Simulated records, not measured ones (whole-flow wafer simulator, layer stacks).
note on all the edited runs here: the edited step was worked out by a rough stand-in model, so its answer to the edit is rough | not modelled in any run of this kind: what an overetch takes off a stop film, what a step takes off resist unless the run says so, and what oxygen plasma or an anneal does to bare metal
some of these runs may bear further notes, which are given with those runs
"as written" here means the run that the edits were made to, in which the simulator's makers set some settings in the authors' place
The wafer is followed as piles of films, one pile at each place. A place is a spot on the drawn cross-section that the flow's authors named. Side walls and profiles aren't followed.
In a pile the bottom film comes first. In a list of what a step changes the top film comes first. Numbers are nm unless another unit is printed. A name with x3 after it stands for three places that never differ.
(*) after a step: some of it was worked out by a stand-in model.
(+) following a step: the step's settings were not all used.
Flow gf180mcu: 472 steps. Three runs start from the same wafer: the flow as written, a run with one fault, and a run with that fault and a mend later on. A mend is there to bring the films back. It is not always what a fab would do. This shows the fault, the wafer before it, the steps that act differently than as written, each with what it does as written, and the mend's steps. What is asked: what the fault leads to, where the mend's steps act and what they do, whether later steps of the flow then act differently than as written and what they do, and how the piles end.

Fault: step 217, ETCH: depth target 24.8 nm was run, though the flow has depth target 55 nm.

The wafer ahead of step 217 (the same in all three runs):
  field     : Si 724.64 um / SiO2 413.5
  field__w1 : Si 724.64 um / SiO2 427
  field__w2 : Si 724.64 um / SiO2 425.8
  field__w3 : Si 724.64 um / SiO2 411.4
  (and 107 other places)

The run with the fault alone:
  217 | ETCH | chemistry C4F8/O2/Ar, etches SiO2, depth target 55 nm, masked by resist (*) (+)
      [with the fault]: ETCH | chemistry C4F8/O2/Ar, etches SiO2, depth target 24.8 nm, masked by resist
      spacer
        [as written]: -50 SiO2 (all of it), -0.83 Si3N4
        [with the fault]: -24.8 SiO2
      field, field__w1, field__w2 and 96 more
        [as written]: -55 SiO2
        [with the fault]: -24.8 SiO2
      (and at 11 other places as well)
  Steps later in the flow that act otherwise than as written (5 more steps, not shown, differ only slightly: by at most 2% or 0.5 nm, whichever is larger):
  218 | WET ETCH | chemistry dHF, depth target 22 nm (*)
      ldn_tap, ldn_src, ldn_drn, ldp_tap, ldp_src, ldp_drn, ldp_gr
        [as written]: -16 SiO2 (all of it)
        [with the fault]: -42.5 SiO2
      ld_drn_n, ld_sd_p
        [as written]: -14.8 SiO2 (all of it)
        [with the fault]: -41.7 SiO2
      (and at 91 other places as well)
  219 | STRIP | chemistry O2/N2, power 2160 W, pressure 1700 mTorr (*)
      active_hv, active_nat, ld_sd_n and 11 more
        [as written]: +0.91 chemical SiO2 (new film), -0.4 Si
        [with the fault]: nothing
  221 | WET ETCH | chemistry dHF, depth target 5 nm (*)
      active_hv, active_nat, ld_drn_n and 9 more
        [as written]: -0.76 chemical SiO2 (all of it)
        [with the fault]: -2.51 SiO2
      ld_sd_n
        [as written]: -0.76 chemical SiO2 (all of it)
        [with the fault]: -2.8 SiO2 (all of it)
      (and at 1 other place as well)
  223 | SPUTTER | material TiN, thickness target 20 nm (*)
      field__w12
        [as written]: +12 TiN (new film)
        [with the fault]: +12.8 TiN (new film)
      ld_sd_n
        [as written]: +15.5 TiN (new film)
        [with the fault]: +16.1 TiN (new film)
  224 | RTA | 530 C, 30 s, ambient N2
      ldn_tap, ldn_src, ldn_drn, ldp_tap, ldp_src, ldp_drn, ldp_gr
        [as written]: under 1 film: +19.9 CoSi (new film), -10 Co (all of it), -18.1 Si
        [with the fault]: nothing
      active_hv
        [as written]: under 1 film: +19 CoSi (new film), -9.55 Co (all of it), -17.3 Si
        [with the fault]: nothing
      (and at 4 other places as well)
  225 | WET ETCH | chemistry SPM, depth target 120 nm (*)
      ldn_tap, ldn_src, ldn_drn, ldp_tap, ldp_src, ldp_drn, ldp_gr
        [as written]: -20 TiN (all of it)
        [with the fault]: -20 TiN (all of it), -10 Co (all of it)
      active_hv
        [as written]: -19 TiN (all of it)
        [with the fault]: -19 TiN (all of it), -9.55 Co (all of it)
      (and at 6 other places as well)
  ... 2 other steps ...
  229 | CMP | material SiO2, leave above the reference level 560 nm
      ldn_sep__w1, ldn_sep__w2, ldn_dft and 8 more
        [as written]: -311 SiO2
        [with the fault]: -322.2 SiO2
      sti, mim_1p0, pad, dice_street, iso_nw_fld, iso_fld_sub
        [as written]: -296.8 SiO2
        [with the fault]: -308 SiO2
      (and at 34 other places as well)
  By the end, the piles at active_hv, active_nat, ld_drn_n and 9 more depart from the flow's by more than 2% or 0.5 nm, whichever is larger.
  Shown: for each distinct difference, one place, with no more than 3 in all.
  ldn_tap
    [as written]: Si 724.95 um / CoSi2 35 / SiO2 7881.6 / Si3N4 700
    [with the fault]: Si 724.98 um / SiO2 7879.7 / Si3N4 700
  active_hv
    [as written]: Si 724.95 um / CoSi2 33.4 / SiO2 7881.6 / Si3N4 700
    [with the fault]: Si 724.98 um / SiO2 7879.7 / Si3N4 700
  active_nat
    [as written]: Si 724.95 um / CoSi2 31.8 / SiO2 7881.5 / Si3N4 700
    [with the fault]: Si 724.98 um / SiO2 7879.7 / Si3N4 700

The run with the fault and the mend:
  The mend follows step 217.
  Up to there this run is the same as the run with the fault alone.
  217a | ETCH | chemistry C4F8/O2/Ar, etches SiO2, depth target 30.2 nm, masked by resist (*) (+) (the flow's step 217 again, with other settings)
      field, field__w1, field__w2 and 96 more
        -30.2 SiO2
      field__w5, field__w9, field__w13 and 8 more
        -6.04 resist
      spacer
        -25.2 SiO2 (all of it), -0.83 Si3N4
  None of the later steps of the flow differs from how it acts as written, at any place that is followed, by more than 2% or 0.5 nm, whichever is larger.
  At the end the piles are close to the flow's at the places that both follow, differing by at most 2% or 0.5 nm, whichever is larger.
